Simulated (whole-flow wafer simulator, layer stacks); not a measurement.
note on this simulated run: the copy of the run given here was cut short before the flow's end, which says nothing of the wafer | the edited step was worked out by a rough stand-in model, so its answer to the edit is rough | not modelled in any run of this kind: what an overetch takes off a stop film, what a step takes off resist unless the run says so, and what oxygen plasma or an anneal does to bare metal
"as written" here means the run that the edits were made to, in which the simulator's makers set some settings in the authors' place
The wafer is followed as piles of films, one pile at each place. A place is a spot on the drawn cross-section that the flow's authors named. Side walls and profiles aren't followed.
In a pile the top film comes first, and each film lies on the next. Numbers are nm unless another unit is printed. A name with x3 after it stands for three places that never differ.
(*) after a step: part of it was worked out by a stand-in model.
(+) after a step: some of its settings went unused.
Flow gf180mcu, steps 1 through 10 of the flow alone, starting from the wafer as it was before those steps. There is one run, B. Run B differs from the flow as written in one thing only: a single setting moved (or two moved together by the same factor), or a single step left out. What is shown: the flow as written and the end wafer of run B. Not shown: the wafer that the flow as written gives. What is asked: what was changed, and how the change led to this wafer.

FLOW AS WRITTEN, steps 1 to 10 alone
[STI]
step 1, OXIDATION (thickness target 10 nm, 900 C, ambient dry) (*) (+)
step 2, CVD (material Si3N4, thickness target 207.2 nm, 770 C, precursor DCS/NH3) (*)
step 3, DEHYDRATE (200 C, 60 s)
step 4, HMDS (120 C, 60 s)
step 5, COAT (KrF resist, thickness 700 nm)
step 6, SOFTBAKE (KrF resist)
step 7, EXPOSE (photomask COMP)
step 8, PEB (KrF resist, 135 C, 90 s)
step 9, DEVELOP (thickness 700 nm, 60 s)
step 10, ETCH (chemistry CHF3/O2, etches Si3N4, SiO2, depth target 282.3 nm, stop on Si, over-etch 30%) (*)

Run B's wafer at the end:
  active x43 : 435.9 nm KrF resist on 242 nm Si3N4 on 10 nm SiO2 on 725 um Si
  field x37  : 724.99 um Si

Cause: step 2, CVD: thickness target 242 nm was run, though the flow has thickness target 207.2 nm.
The wafer itself shows it: active x43 has Si3N4 242, and step 2 as written asks for 207.2 nm.

The path from the change to this, step by step:
  step 2, CVD (material Si3N4, thickness target 207.2 nm, 770 C, precursor DCS/NH3) (*)
      field x37, active x43: +242 Si3N4 (new film) (as written it would have been: +207.2 Si3N4 (new film))
  step 10, ETCH (chemistry CHF3/O2, etches Si3N4, SiO2, depth target 282.3 nm, stop on Si, over-etch 30%) (*)
      field x37: -242 Si3N4 (all of it), -10 SiO2 (all of it), -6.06 Si (as written it would have been: -207.2 Si3N4 (all of it), -10 SiO2 (all of it), -13 Si)
